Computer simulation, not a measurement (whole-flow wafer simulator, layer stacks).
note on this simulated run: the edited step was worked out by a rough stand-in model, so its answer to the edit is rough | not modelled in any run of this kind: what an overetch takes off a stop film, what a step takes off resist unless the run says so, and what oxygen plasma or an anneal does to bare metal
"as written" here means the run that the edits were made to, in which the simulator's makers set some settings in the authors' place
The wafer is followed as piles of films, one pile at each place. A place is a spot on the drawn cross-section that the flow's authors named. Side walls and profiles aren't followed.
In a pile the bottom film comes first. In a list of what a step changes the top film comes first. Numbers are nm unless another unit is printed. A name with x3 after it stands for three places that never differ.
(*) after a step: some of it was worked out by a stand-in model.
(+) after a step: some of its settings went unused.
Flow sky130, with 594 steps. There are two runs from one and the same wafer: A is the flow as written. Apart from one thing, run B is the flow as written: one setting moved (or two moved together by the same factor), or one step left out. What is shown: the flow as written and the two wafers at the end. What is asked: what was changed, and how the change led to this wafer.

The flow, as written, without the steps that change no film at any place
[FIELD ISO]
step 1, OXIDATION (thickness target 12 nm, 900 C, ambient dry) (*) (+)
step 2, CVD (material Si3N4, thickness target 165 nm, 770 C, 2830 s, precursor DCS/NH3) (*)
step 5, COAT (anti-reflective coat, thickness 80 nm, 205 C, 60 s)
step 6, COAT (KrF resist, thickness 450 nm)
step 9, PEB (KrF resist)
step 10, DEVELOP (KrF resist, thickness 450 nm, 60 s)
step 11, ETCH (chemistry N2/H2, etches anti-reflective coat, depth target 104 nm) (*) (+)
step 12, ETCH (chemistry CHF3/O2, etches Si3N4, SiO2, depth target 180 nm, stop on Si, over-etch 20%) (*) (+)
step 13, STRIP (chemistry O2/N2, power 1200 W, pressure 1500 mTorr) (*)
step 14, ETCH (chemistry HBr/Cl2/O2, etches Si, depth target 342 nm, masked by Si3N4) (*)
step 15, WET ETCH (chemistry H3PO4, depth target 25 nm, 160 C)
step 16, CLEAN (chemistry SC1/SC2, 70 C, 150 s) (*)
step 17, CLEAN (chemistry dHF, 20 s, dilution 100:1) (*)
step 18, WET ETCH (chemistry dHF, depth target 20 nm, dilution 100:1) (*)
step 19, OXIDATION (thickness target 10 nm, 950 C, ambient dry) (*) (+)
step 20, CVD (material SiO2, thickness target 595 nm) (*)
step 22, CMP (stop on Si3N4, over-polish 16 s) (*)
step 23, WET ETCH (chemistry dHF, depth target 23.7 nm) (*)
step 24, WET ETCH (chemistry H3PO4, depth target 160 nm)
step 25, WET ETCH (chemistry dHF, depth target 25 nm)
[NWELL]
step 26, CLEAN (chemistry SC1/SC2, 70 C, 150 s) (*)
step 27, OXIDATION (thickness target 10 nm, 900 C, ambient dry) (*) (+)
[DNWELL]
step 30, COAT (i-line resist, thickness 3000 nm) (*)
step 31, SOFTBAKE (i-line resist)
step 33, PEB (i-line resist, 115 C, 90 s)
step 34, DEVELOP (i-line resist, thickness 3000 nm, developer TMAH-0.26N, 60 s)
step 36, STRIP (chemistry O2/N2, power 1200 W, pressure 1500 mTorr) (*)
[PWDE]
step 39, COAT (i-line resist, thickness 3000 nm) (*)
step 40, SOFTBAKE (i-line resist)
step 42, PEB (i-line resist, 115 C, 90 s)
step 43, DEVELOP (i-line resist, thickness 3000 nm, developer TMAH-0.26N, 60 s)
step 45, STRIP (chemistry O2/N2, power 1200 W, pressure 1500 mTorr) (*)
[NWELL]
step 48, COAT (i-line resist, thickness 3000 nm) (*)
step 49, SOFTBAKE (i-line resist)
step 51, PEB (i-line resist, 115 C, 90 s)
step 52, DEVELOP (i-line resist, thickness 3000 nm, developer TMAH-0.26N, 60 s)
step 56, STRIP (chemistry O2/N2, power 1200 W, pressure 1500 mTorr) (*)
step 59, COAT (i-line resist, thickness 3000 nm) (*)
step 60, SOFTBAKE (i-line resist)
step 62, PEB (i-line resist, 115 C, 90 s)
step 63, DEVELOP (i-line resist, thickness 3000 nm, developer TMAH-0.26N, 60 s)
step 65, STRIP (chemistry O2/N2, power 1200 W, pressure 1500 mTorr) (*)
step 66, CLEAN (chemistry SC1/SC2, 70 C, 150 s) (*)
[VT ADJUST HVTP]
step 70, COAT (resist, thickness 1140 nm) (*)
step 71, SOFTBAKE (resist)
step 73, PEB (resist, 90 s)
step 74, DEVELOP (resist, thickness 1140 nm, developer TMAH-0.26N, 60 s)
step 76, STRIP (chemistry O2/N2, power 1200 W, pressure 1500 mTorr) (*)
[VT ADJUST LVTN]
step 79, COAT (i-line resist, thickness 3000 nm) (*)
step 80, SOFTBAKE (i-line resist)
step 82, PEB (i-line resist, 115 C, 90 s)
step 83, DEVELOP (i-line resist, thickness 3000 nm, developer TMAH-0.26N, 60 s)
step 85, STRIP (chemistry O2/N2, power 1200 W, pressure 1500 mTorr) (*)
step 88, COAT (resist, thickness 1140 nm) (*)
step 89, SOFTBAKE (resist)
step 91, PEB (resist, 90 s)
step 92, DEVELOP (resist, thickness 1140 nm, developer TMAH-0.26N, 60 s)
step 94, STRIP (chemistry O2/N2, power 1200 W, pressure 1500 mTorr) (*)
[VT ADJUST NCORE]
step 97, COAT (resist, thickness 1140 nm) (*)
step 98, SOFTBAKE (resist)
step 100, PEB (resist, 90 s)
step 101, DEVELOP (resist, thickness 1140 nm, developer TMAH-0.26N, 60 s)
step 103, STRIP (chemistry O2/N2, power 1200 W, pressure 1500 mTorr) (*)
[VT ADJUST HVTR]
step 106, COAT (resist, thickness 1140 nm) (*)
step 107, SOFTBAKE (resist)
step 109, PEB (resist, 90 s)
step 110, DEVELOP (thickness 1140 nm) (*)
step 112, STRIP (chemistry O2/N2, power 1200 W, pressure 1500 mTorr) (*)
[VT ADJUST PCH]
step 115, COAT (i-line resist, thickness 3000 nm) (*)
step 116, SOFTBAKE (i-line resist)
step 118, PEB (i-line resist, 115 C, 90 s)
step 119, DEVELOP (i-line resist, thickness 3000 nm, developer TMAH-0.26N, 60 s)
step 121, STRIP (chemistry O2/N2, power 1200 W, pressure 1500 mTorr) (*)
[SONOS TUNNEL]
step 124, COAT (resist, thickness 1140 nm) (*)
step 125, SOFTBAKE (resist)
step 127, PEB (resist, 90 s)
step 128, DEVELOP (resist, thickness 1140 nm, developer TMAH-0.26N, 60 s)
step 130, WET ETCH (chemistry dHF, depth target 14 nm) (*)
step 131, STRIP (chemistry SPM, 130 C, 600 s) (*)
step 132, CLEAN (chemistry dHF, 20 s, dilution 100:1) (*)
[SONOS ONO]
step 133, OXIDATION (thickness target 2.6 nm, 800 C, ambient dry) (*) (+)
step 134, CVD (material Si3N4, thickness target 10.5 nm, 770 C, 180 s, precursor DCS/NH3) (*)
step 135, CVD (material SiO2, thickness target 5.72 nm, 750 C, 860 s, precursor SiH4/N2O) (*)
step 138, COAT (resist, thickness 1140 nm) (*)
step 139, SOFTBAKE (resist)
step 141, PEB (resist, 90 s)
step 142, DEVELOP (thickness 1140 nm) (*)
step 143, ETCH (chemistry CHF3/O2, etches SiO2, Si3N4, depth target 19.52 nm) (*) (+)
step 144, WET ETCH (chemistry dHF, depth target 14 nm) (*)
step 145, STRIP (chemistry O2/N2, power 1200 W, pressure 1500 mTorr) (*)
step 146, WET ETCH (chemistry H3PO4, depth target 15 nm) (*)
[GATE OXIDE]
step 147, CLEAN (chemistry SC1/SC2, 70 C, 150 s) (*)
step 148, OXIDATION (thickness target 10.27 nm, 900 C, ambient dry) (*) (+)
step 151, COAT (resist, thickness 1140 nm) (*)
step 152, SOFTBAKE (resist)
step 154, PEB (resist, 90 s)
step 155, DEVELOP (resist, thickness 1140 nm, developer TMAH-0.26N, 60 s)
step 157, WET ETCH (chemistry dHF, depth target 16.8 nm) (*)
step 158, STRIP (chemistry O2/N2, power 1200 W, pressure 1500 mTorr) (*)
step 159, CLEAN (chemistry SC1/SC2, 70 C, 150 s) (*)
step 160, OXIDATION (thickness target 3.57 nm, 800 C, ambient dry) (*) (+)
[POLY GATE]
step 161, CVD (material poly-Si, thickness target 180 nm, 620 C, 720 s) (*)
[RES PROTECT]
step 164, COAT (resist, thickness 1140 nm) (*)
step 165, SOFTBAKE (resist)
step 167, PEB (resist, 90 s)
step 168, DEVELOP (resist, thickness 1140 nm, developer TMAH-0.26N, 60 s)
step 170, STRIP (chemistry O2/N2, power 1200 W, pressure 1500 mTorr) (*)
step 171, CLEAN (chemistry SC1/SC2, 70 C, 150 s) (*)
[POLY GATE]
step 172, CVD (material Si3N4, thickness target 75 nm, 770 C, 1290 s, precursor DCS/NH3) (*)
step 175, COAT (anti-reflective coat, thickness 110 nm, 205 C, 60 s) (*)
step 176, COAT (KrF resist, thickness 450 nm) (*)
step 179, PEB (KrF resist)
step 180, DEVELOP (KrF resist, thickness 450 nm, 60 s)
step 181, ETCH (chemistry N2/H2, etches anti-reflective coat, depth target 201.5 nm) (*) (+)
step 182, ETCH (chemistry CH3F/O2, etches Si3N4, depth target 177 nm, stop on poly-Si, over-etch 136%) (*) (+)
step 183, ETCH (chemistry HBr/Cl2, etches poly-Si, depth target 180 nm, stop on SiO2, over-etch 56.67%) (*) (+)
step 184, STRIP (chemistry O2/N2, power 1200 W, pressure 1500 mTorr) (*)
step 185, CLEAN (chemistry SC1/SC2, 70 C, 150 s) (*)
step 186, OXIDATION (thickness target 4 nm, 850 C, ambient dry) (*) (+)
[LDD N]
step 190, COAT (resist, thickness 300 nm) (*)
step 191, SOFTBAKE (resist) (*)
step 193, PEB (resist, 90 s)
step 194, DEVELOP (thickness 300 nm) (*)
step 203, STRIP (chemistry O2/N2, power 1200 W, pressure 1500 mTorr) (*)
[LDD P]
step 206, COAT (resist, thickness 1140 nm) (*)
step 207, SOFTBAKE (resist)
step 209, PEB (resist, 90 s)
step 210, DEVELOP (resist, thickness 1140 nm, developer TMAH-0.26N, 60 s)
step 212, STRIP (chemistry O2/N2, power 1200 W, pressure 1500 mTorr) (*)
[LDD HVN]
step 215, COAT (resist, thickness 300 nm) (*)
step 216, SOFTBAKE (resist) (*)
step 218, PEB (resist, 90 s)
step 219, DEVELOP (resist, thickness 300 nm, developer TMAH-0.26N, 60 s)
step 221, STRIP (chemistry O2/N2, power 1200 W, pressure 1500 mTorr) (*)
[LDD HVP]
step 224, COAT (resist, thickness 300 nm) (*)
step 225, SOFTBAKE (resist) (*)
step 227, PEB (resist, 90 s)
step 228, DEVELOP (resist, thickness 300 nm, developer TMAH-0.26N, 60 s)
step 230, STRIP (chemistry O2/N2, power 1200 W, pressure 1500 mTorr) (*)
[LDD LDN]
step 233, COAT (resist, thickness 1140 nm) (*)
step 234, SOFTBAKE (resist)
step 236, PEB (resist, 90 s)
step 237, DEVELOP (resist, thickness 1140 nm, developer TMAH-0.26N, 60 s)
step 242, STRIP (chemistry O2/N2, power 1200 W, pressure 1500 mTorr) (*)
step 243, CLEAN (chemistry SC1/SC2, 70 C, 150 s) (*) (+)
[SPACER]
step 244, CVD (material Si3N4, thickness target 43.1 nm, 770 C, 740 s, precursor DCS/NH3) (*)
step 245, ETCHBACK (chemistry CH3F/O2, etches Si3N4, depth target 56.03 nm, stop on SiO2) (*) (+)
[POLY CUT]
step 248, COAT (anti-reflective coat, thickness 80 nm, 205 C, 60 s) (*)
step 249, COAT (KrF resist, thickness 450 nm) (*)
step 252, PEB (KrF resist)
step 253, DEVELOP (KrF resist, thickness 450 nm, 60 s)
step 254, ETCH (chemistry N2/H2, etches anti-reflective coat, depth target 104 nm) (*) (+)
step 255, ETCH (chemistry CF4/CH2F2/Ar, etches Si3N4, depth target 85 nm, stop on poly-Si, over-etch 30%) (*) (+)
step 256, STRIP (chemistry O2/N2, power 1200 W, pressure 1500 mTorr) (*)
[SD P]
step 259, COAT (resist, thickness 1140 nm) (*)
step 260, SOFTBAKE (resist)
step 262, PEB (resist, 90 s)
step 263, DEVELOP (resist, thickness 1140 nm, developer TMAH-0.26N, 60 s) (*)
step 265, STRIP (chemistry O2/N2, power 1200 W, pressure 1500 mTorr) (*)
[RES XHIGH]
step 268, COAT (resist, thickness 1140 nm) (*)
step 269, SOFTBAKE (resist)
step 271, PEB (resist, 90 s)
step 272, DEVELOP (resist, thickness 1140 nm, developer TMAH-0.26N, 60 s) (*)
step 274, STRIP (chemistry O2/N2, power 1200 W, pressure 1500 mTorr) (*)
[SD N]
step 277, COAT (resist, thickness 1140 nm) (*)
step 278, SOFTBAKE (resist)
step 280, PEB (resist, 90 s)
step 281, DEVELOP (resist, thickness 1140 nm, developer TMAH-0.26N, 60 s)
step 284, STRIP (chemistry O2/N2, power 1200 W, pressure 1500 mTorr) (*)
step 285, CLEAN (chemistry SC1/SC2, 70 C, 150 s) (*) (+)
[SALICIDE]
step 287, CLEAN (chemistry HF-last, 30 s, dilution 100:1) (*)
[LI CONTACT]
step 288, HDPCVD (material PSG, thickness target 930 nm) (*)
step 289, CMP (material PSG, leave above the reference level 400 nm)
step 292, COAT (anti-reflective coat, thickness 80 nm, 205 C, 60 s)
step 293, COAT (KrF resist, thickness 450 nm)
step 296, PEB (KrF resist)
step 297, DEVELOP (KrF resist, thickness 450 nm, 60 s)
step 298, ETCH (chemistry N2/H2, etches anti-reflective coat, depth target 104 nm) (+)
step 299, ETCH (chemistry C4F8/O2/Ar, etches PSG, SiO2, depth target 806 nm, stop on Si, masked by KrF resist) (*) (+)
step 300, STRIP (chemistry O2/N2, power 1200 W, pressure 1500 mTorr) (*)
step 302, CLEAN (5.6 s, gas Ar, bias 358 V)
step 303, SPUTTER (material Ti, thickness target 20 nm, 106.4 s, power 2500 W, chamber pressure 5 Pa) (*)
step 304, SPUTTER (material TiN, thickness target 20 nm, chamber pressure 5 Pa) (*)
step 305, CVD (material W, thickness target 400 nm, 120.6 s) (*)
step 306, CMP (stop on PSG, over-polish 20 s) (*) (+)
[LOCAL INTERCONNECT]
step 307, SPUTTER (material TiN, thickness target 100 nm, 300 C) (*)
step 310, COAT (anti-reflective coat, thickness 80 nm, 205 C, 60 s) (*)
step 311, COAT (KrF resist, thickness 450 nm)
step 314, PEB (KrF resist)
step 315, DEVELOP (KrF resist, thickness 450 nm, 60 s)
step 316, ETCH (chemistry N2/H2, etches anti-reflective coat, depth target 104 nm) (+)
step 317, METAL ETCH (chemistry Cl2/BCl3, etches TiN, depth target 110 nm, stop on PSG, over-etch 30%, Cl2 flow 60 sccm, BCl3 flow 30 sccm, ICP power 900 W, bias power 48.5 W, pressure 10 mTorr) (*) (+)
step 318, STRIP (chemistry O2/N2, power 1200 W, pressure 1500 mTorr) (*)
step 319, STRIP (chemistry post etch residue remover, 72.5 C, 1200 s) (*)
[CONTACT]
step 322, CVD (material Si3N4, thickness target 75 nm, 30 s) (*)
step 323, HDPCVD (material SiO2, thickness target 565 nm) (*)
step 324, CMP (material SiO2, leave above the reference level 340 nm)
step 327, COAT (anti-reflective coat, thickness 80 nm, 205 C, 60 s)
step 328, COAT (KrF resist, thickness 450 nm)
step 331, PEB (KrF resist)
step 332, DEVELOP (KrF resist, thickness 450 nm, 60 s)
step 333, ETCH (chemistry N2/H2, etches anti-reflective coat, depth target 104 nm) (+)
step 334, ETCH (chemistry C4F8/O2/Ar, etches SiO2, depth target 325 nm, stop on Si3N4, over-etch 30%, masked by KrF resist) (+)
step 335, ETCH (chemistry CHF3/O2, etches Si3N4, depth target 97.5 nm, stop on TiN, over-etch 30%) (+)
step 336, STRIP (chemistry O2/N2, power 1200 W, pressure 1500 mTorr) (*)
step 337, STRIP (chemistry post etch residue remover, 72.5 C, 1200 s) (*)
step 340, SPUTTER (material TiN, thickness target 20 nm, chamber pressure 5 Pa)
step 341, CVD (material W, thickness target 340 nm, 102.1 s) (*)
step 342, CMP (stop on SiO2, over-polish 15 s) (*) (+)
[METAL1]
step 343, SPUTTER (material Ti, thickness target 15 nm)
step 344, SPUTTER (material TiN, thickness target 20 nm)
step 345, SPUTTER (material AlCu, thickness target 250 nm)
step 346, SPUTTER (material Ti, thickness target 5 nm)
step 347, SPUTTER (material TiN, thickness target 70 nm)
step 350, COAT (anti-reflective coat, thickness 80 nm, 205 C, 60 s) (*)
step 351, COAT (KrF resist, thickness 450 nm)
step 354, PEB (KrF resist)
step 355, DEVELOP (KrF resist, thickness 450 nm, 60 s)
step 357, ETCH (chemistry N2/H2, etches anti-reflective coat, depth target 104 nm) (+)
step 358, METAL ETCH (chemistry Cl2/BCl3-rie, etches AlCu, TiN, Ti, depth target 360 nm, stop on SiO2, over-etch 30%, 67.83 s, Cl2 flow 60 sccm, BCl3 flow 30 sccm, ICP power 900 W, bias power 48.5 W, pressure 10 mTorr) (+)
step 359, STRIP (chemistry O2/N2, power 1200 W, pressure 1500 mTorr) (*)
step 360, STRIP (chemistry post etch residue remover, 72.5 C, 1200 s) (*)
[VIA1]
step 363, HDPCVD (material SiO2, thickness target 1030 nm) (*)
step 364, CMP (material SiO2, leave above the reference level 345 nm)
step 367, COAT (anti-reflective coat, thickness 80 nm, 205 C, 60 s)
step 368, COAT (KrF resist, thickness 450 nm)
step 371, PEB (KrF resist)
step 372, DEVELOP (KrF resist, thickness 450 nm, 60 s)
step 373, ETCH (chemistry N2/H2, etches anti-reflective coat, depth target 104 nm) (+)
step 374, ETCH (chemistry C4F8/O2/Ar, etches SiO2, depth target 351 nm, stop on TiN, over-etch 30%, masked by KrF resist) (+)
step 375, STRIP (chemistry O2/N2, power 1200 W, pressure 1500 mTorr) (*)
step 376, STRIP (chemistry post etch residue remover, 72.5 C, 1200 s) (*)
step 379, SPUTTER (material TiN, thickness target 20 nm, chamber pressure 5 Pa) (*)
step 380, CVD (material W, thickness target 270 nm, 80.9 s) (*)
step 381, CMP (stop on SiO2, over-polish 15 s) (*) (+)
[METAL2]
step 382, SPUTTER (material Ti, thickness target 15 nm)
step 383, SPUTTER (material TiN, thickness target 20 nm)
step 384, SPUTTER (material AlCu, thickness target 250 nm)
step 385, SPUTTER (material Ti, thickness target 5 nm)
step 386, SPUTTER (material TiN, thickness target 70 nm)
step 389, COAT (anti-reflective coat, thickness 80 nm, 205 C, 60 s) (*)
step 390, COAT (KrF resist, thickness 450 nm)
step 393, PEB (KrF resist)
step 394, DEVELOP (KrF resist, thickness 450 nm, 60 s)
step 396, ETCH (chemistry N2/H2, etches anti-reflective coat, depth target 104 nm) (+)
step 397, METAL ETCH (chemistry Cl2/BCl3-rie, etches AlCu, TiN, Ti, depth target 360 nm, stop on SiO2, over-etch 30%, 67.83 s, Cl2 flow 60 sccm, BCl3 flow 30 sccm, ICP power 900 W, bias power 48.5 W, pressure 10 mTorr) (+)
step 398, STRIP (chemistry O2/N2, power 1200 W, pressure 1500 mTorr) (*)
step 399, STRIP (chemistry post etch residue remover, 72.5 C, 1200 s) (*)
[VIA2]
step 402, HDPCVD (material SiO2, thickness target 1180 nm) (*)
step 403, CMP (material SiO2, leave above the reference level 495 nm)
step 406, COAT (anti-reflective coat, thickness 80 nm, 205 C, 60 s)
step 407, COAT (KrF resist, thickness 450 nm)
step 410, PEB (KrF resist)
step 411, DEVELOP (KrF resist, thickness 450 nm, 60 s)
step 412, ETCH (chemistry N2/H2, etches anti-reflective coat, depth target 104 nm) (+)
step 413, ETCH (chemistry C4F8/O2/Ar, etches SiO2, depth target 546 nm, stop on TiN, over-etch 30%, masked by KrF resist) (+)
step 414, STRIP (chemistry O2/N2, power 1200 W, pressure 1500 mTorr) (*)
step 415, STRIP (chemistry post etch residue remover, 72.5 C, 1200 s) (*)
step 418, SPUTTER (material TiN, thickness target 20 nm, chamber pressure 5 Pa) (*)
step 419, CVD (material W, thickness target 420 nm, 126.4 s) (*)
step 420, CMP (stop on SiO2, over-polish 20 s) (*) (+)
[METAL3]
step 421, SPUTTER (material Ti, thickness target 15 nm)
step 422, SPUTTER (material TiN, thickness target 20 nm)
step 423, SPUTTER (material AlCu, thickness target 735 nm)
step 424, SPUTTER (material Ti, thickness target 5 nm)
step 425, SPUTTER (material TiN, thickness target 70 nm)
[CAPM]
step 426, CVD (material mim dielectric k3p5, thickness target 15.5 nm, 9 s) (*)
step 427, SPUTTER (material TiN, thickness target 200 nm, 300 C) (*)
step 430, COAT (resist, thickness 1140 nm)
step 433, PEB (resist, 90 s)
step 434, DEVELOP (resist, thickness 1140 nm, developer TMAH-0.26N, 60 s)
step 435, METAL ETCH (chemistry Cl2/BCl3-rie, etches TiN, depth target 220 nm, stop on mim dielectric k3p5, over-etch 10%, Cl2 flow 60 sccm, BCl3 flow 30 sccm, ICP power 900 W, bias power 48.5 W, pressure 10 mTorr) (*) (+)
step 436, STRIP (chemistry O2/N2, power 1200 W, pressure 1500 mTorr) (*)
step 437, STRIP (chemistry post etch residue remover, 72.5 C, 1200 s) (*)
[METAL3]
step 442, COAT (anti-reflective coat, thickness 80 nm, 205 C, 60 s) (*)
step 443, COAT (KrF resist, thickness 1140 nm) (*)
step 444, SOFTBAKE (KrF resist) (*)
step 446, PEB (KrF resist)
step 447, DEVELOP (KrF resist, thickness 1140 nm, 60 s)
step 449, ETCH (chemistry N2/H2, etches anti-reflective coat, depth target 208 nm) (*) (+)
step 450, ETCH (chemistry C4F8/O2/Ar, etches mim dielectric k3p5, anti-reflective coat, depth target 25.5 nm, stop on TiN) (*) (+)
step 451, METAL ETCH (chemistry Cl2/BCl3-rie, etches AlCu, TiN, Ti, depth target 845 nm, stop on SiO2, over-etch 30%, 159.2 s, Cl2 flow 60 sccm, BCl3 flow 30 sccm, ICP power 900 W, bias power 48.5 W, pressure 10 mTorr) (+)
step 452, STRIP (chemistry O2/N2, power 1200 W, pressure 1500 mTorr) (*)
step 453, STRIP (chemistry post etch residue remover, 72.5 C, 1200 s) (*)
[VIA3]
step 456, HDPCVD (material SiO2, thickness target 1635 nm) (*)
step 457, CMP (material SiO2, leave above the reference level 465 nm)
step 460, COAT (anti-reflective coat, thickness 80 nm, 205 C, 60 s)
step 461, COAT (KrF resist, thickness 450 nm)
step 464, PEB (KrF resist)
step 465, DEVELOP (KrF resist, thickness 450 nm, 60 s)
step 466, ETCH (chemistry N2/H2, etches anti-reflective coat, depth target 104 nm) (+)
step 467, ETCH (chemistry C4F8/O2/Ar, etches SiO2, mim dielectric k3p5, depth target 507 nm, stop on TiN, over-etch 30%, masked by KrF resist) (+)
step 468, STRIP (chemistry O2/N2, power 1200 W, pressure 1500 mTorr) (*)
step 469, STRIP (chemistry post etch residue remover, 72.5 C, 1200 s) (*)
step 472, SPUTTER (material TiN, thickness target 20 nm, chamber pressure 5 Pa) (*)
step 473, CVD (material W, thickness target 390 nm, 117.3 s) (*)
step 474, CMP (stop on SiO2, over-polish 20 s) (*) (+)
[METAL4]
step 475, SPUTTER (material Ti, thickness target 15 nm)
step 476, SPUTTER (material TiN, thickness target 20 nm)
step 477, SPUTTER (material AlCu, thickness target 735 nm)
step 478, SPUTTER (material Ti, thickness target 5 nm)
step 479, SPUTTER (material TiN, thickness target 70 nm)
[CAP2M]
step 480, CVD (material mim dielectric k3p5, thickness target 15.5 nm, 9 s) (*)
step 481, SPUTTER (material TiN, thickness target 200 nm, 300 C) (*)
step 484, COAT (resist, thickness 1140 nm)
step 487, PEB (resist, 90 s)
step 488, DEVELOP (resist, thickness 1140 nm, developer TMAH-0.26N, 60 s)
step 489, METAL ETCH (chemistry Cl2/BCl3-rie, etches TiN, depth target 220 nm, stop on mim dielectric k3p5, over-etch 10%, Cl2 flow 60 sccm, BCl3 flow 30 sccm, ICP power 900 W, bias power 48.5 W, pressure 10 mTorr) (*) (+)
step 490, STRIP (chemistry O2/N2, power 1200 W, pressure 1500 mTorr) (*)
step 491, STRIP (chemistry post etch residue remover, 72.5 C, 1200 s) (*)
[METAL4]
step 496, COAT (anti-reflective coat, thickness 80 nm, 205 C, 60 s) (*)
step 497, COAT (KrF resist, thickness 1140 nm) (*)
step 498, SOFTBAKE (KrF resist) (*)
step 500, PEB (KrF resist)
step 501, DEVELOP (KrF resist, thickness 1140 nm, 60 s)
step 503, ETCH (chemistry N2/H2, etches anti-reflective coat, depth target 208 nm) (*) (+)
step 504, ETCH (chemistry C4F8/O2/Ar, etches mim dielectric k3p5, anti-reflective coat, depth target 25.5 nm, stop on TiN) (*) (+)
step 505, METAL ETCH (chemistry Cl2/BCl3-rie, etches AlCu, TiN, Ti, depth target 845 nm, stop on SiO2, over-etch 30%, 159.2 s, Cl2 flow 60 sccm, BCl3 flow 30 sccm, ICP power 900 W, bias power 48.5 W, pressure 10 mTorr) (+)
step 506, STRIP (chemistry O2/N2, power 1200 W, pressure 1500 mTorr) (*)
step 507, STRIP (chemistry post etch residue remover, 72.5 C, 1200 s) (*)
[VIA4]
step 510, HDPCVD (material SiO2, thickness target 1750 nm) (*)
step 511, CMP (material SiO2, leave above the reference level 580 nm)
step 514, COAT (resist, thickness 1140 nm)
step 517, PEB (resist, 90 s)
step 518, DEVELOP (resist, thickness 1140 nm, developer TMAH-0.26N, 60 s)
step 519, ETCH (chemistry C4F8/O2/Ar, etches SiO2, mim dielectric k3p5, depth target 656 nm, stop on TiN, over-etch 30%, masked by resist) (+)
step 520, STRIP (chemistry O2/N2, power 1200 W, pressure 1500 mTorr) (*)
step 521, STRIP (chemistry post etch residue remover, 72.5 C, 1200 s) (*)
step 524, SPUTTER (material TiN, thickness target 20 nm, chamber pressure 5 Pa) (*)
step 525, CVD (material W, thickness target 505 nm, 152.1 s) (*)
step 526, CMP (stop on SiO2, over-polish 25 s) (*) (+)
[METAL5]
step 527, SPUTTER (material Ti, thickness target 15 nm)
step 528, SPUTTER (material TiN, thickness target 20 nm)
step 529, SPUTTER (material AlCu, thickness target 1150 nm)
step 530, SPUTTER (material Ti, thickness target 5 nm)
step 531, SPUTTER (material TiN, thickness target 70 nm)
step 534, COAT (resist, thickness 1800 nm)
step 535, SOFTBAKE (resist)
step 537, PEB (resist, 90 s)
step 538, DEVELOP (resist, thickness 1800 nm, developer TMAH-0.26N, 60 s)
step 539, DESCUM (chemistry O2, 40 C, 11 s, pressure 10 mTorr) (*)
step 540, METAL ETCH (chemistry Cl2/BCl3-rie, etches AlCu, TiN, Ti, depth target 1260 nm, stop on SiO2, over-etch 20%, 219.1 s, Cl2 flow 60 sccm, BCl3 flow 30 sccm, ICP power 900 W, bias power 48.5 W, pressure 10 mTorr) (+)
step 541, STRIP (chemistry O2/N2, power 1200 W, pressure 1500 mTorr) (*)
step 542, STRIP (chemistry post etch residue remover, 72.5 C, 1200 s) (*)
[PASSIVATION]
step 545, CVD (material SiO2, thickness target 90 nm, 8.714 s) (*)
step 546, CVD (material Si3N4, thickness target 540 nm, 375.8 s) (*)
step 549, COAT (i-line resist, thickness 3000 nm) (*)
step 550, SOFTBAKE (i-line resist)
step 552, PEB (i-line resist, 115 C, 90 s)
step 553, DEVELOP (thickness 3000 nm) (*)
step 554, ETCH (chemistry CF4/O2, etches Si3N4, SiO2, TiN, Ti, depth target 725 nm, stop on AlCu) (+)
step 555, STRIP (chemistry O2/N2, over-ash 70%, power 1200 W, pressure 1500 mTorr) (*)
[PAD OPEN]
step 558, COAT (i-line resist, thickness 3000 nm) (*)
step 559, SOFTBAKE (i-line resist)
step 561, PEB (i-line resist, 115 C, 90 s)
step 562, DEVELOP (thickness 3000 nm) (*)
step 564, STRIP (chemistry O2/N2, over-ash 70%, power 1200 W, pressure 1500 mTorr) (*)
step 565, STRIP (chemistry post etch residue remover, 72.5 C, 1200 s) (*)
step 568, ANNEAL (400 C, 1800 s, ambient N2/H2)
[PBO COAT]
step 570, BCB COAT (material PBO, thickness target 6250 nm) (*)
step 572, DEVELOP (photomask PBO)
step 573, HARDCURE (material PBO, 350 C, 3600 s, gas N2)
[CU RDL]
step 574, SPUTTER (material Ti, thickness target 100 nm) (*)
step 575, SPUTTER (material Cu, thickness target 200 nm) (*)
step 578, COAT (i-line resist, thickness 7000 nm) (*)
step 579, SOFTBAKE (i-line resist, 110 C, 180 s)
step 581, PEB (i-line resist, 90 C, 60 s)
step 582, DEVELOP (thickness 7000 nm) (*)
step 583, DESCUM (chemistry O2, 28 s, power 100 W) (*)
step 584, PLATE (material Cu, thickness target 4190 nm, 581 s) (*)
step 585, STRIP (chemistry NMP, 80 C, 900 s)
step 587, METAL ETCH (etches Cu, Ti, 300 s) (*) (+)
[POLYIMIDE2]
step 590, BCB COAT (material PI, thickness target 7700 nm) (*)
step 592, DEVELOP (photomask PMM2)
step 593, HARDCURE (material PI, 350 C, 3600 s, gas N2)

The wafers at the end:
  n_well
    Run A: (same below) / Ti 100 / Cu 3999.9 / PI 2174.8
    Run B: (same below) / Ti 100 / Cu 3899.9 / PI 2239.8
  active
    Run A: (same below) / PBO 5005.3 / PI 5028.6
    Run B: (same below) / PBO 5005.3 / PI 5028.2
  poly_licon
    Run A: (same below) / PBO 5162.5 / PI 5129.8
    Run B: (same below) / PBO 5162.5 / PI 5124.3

What caused this: step 575, SPUTTER: thickness target 100 nm was run, whereas the flow has thickness target 200 nm.

Step by step, how the change led to this:
  step 575, SPUTTER (material Cu, thickness target 200 nm) (*)
      field, active, n_well and 190 more: A Cu gains 200 (new film) | B Cu gains 100 (new film)
  step 579, SOFTBAKE (i-line resist, 110 C, 180 s)
      hv_encl: A i-line resist loses 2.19 | B i-line resist loses 4.75
  step 587, METAL ETCH (etches Cu, Ti, 300 s) (*) (+)
      field, active, gate and 167 more: A Cu loses 200 (all of it), Ti loses 100 (all of it) | B Cu loses 100 (all of it), Ti loses 100 (all of it)
  step 590, BCB COAT (material PI, thickness target 7700 nm) (*)
      n_well, p_well, sd_n, sd_p: A PI gains 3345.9 (new film) | B PI gains 3445.9 (new film)
      mim: A PI gains 3640.8 (new film) | B PI gains 3736.3 (new film)
      (and at 14 other places as well)
  step 593, HARDCURE (material PI, 350 C, 3600 s, gas N2)
      n_well, p_well, sd_n, sd_p: A PI loses 1171.1 | B PI loses 1206.1
